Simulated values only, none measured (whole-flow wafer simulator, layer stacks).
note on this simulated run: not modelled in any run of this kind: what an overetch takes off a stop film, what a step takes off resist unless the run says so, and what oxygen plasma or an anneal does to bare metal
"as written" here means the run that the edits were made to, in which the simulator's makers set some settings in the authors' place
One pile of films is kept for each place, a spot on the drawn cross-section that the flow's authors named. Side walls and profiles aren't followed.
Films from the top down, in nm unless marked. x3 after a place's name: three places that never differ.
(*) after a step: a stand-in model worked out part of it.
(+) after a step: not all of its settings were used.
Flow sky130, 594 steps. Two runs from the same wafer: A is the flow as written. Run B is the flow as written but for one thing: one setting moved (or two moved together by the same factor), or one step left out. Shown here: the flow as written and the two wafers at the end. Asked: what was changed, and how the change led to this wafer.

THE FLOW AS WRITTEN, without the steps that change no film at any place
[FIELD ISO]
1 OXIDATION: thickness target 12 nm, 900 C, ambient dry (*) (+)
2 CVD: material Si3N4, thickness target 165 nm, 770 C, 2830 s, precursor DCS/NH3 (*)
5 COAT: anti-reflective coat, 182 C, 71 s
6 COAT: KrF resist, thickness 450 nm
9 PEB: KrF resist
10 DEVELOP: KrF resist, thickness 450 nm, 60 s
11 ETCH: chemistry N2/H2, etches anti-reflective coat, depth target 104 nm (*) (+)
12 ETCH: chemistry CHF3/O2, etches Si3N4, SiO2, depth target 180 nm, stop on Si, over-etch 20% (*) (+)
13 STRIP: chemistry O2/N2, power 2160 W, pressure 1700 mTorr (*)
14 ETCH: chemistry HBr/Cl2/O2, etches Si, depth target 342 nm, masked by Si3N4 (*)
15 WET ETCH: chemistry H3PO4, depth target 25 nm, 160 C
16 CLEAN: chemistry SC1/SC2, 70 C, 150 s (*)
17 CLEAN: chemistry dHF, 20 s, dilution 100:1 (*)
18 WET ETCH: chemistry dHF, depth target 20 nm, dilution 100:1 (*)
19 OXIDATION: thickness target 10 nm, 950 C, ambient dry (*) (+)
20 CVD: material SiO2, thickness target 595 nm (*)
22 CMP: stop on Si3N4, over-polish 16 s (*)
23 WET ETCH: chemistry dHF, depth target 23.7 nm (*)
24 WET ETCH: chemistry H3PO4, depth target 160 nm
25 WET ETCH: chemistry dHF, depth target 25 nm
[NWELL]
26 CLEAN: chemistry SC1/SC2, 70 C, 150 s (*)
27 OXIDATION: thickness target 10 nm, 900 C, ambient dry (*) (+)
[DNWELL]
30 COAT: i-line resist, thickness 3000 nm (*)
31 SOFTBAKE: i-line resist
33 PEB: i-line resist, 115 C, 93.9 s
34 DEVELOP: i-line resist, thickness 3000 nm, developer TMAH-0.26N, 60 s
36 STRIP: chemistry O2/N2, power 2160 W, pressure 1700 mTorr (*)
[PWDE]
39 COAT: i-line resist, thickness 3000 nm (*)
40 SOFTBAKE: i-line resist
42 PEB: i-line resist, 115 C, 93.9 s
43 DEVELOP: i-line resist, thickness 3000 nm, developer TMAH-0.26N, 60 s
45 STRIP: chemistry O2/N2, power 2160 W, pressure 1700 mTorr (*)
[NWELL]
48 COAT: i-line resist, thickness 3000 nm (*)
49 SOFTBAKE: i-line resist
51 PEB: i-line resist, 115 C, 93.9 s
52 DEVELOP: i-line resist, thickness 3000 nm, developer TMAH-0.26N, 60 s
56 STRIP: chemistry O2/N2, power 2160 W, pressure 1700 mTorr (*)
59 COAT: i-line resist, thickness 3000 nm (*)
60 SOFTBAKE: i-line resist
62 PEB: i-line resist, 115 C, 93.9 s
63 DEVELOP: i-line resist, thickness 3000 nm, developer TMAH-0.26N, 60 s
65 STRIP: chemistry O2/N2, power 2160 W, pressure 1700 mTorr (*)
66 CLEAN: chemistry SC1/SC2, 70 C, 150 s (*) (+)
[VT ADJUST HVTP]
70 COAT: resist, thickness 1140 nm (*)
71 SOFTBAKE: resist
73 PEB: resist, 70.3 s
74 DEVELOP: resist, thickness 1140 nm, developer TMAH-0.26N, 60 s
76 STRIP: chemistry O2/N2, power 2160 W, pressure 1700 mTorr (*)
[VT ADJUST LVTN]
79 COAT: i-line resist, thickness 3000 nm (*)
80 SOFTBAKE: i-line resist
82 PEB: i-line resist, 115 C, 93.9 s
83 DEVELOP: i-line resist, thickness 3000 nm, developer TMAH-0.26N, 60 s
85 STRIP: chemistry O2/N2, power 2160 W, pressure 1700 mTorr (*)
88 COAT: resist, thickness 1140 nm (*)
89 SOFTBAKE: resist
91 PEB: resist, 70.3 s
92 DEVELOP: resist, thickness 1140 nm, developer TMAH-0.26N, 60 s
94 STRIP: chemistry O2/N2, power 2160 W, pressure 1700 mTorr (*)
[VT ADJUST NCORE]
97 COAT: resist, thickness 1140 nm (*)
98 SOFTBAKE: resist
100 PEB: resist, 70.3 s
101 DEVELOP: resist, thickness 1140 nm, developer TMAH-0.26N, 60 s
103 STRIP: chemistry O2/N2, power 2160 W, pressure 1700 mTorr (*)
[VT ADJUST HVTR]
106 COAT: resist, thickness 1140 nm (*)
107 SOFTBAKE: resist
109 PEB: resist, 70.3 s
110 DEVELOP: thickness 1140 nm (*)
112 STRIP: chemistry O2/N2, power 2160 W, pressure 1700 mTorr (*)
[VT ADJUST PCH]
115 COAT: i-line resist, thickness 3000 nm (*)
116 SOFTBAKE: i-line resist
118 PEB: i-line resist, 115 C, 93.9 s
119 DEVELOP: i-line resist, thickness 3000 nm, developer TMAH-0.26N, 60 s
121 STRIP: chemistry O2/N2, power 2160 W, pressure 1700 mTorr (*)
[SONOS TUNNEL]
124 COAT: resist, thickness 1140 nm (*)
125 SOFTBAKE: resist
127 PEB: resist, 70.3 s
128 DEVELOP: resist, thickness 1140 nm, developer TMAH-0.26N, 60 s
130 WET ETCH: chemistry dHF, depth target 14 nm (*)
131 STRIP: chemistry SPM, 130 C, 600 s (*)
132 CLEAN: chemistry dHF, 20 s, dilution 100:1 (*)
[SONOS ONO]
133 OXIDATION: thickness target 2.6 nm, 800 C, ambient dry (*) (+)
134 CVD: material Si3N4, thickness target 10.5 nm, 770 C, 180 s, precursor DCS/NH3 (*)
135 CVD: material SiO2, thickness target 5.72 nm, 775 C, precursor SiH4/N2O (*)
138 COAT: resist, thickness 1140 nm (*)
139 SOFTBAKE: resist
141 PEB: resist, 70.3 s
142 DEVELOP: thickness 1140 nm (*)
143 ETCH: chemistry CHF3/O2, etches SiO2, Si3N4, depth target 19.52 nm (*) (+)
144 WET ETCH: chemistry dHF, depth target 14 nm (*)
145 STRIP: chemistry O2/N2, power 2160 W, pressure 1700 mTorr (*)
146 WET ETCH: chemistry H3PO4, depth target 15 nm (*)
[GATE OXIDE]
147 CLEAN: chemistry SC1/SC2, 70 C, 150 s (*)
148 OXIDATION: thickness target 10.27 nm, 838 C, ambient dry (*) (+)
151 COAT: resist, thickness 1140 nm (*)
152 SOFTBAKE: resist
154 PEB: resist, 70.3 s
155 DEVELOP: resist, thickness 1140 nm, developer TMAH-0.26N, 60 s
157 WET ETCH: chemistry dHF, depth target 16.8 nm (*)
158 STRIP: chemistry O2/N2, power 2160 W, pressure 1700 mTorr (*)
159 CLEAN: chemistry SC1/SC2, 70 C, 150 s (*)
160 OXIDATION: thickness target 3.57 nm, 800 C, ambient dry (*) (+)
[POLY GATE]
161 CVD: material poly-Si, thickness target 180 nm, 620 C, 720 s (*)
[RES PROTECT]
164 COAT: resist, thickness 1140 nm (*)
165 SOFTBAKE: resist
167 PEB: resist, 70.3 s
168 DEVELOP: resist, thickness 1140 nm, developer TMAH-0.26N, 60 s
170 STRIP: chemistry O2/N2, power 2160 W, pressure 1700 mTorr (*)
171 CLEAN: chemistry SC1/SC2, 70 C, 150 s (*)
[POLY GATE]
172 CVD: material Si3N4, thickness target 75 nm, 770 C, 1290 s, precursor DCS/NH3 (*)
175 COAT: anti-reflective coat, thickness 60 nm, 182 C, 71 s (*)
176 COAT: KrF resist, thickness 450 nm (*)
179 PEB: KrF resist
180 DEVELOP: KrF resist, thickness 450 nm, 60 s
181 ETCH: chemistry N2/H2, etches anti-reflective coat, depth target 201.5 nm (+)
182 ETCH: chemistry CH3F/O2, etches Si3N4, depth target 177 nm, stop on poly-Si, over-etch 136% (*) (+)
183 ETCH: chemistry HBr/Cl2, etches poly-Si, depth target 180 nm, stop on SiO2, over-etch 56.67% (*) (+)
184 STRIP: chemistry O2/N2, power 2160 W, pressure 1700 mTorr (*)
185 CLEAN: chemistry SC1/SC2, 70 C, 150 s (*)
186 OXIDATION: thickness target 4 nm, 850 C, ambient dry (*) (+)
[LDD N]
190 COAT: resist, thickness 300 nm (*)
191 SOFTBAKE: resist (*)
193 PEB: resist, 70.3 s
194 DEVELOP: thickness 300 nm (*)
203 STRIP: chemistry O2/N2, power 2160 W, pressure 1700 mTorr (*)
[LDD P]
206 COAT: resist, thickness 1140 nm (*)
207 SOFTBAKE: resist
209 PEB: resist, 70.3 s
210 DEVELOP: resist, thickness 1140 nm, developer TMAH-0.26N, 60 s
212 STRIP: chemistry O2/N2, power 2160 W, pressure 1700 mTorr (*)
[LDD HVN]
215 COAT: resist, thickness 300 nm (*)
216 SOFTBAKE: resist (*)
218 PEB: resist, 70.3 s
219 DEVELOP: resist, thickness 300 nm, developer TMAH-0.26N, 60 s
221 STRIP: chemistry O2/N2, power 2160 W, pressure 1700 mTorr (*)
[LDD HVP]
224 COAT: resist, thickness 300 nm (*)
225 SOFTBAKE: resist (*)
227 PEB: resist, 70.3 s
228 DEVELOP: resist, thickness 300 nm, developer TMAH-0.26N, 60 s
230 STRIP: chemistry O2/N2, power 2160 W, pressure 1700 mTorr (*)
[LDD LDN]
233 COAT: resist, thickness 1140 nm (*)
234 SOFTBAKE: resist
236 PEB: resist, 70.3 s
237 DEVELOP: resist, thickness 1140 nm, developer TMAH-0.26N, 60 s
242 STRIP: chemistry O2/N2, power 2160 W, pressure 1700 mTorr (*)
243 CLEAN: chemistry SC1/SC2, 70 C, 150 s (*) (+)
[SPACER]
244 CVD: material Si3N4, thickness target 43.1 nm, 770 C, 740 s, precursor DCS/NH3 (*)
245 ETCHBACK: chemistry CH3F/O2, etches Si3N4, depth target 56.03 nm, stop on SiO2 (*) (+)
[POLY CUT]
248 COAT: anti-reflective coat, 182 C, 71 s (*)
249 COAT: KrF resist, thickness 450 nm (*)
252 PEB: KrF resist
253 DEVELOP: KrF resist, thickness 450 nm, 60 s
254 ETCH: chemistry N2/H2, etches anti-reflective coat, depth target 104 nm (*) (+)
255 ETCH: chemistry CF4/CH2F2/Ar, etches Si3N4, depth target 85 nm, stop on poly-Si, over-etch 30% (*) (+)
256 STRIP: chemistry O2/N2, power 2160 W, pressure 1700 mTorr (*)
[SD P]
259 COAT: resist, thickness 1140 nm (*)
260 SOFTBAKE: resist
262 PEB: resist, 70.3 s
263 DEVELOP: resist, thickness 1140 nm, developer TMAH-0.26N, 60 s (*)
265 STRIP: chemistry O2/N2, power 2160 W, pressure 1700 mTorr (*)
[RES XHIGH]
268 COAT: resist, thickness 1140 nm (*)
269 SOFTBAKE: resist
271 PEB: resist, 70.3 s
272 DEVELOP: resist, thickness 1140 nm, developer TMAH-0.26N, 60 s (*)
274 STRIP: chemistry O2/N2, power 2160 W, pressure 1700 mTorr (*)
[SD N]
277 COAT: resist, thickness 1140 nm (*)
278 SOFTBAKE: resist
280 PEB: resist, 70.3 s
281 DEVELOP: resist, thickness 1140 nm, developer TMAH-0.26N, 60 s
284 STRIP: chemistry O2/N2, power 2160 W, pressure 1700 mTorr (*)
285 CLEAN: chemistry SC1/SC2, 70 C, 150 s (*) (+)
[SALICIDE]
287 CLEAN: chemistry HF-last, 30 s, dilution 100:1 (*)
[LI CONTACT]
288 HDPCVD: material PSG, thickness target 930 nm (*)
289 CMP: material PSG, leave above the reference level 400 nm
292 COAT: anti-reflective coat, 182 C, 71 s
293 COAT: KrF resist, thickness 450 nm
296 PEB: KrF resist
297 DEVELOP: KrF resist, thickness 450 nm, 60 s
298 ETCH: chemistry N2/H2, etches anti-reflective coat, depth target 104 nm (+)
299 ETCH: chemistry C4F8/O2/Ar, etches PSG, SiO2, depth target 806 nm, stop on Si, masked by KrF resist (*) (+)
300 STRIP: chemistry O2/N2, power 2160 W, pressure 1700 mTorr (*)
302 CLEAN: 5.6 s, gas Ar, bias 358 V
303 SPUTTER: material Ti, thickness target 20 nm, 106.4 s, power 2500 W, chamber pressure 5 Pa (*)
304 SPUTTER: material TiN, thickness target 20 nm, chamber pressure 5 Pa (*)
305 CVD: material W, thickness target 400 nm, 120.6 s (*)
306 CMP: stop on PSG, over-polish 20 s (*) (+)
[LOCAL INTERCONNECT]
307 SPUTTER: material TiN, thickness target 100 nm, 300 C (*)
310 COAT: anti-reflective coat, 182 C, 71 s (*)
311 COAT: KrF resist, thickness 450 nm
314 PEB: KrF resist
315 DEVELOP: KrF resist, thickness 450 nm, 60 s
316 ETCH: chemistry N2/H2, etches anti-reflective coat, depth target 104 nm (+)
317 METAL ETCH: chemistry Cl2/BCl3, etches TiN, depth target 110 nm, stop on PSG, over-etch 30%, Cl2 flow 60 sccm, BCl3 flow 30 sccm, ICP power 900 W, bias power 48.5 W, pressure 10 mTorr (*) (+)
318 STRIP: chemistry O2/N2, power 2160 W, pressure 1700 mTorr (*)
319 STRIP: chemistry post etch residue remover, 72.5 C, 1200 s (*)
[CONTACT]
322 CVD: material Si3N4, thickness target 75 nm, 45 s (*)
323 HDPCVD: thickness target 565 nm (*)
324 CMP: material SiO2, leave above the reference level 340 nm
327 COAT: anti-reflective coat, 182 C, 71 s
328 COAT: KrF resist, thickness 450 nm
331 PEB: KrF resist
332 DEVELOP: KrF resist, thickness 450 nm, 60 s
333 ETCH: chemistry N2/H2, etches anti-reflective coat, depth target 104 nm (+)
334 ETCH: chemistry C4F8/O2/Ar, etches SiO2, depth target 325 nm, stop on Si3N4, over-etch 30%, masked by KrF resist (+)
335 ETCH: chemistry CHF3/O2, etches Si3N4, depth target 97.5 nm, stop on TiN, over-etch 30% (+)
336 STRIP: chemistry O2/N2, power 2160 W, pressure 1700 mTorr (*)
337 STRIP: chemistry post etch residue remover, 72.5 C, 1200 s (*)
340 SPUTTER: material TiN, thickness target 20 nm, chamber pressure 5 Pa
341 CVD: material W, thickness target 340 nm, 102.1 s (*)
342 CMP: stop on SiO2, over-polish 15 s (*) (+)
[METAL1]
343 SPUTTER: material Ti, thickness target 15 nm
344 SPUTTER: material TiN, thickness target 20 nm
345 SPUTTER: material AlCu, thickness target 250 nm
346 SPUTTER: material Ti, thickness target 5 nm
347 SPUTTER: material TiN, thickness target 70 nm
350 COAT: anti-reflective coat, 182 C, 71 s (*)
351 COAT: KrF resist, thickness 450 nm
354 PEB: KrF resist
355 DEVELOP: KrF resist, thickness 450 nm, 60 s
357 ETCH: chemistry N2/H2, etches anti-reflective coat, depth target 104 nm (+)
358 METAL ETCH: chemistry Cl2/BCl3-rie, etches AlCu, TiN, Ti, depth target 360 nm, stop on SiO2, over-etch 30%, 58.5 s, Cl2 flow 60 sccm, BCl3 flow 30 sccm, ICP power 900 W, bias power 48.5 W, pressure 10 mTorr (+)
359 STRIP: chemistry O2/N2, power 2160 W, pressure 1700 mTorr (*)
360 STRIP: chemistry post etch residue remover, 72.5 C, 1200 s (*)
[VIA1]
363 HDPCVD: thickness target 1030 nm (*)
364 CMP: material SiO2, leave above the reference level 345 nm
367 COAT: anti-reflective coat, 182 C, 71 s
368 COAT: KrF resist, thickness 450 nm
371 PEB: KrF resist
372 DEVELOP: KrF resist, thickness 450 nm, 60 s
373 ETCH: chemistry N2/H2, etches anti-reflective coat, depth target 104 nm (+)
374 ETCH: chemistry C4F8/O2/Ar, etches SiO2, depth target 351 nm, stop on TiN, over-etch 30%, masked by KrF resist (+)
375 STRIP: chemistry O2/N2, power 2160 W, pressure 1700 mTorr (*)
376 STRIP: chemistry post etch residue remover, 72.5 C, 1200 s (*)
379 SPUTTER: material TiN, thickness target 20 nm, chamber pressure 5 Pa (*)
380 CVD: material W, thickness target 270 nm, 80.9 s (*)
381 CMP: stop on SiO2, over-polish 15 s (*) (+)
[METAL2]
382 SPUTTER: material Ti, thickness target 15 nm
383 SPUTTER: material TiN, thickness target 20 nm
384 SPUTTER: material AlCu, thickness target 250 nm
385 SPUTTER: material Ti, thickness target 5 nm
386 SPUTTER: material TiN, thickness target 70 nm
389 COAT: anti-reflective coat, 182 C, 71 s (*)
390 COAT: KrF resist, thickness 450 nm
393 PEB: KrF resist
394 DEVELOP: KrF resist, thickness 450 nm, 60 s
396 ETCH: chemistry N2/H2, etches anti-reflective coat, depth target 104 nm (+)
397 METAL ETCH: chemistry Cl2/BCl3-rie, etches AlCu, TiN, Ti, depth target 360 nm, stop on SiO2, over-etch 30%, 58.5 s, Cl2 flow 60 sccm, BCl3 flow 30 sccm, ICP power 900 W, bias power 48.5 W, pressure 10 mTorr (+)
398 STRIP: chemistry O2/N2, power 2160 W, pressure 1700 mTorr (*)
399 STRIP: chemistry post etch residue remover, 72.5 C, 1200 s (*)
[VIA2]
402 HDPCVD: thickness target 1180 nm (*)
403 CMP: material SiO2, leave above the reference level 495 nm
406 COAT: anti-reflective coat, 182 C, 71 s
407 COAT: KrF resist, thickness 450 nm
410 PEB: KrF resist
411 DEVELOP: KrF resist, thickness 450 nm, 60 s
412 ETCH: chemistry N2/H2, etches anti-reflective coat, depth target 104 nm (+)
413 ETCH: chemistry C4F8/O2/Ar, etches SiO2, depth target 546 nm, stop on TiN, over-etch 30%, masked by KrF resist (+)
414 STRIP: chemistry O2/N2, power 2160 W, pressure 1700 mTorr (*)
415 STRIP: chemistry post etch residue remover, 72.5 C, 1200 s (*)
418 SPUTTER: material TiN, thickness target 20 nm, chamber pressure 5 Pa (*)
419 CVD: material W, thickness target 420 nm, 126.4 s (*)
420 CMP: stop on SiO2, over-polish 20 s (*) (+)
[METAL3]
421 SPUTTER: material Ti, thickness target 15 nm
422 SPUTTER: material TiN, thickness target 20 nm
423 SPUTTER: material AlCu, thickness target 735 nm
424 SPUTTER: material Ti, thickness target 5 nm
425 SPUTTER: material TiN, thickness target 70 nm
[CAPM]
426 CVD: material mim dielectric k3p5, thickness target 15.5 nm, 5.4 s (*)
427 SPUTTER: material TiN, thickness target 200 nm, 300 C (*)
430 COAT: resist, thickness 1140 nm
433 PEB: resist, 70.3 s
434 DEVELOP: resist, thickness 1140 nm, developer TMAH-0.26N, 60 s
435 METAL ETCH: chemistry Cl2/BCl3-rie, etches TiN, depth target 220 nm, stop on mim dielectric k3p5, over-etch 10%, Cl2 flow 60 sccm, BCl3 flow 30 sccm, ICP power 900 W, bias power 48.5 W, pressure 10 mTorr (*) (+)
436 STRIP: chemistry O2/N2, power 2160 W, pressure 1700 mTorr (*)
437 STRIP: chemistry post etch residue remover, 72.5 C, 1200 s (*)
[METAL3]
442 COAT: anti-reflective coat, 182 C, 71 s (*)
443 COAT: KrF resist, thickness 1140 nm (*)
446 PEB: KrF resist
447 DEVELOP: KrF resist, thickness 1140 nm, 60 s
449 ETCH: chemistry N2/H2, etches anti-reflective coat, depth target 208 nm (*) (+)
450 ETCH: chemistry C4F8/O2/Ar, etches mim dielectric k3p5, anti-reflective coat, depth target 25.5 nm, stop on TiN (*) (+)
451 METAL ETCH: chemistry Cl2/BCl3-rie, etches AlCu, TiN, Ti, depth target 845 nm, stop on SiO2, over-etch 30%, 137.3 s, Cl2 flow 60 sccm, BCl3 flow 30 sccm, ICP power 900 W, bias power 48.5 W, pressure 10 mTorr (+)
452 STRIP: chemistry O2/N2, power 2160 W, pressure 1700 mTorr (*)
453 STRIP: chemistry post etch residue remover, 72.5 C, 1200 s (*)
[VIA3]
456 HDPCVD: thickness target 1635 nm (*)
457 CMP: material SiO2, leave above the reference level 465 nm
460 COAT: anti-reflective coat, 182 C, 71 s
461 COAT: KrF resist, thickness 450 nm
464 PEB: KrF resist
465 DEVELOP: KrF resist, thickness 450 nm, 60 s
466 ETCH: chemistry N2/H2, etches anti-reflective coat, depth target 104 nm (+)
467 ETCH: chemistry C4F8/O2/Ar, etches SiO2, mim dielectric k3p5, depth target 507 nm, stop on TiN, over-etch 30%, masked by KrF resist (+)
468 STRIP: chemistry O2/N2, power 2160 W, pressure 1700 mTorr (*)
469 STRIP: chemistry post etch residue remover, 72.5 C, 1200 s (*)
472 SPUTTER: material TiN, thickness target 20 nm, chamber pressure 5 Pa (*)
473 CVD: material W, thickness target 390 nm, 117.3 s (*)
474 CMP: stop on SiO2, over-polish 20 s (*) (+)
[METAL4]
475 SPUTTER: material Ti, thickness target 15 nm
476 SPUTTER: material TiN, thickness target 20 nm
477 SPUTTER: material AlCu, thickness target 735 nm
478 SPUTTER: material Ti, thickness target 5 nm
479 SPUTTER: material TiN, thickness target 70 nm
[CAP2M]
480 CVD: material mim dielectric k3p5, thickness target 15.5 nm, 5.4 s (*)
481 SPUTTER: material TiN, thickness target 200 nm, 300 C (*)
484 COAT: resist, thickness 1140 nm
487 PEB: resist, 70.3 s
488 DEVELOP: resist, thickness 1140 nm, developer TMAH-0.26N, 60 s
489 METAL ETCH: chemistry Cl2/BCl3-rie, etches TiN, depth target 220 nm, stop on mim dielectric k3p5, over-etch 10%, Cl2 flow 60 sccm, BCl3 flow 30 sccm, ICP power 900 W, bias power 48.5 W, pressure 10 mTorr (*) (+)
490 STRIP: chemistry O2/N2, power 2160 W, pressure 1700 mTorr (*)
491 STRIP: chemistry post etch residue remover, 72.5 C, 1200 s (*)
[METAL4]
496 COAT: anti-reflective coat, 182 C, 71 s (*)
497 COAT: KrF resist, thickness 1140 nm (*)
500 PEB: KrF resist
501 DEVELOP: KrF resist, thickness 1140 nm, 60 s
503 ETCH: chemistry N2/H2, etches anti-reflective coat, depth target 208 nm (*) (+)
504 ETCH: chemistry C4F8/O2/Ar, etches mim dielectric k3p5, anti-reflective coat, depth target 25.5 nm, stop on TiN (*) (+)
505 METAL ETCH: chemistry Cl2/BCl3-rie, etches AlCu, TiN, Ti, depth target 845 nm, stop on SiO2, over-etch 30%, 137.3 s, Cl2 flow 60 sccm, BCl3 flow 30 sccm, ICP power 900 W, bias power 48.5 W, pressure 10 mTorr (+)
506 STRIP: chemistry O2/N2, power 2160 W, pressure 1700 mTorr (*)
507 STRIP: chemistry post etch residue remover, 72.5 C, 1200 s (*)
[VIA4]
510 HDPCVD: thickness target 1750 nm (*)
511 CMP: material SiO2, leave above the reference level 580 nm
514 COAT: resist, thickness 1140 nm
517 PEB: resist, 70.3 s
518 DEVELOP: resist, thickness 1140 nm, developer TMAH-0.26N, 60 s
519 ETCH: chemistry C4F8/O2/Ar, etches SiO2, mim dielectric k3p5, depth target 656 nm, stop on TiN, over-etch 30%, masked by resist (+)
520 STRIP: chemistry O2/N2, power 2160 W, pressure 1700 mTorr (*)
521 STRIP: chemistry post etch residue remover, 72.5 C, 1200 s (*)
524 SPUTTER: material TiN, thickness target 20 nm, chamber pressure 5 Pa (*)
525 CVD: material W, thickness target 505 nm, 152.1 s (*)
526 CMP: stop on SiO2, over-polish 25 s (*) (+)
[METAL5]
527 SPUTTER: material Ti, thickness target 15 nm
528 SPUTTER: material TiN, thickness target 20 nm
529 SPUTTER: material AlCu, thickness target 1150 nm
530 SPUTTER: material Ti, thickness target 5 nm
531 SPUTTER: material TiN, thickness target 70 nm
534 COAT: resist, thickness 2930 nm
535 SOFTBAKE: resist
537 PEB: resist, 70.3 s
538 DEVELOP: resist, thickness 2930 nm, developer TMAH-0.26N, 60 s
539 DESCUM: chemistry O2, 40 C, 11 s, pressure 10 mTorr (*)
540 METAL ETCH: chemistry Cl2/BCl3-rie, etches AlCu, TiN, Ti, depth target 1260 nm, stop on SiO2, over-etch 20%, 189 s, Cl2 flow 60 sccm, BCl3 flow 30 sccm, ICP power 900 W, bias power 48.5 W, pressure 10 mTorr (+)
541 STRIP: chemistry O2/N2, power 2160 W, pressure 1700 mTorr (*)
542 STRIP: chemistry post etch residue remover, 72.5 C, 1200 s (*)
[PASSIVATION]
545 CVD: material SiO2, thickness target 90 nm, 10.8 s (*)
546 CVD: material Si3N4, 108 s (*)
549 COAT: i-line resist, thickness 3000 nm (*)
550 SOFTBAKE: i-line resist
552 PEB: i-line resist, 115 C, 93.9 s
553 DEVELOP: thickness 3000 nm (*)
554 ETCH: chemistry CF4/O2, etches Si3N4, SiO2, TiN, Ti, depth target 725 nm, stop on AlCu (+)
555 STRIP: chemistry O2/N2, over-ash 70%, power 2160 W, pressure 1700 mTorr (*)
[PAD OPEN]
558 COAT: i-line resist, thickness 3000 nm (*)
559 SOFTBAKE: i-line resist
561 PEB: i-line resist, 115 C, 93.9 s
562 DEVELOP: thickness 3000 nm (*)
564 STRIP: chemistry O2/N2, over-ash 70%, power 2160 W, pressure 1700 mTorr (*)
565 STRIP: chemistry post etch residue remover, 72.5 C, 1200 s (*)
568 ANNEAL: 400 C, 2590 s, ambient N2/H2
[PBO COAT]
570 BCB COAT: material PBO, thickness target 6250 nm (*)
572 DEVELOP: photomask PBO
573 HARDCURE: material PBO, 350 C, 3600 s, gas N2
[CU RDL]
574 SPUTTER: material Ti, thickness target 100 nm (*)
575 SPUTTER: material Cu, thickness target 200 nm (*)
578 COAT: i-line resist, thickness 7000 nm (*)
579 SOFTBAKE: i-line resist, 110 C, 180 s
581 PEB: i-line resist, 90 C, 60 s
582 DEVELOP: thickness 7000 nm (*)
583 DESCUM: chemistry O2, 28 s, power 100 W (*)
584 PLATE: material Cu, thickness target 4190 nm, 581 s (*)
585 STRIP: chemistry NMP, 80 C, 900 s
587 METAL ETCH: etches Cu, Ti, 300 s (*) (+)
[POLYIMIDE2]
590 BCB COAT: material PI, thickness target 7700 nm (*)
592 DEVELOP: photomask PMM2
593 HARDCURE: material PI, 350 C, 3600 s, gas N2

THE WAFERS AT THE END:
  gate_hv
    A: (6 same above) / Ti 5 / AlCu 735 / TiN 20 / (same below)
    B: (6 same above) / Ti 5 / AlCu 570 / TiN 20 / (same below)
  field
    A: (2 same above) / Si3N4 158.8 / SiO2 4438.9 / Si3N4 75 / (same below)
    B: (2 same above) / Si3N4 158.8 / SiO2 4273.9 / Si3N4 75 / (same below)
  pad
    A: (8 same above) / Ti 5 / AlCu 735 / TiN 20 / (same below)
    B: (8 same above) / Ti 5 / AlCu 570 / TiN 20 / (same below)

The cause: step 477, SPUTTER: thickness target 570 nm was run, where the flow has thickness target 735 nm.
It can be read off the wafer: gate_hv has AlCu 570, and step 477 as written asks for 735 nm.

How the change led to this, step by step:
  477 SPUTTER: material AlCu, thickness target 735 nm
      field, active, n_well and 189 more: A AlCu +735 (new film) | B AlCu +570 (new film)
  505 METAL ETCH: chemistry Cl2/BCl3-rie, etches AlCu, TiN, Ti, depth target 845 nm, stop on SiO2, over-etch 30%, 137.3 s, Cl2 flow 60 sccm, BCl3 flow 30 sccm, ICP power 900 W, bias power 48.5 W, pressure 10 mTorr (+)
      field, gate, spacer and 68 more: A TiN -70 (all of it), Ti -5 (all of it), AlCu -735 (all of it), TiN -20 (all of it), Ti -15 (all of it), SiO2 -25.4 | B TiN -70 (all of it), Ti -5 (all of it), AlCu -570 (all of it), TiN -20 (all of it), Ti -15 (all of it), SiO2 -41.9
      active, vpp_iso1, mim_edge_plate and 14 more: A TiN -70 (all of it), Ti -5 (all of it), AlCu -735 (all of it), TiN -20 (all of it), Ti -15 (all of it), SiO2 -25.3 | B TiN -70 (all of it), Ti -5 (all of it), AlCu -570 (all of it), TiN -20 (all of it), Ti -15 (all of it), SiO2 -41.8
  511 CMP: material SiO2, leave above the reference level 580 nm
      field, active, gate and 77 more: A SiO2 -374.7 | B SiO2 -523.2
      iso_guard__w1, mim_edge_gap, vpp_m3ln, rpm_encl, via2_enc, rpm_encl_psd, iso_guard_nsd_tip: A SiO2 -374.6 | B SiO2 -523.1
      (and at 1 more place)
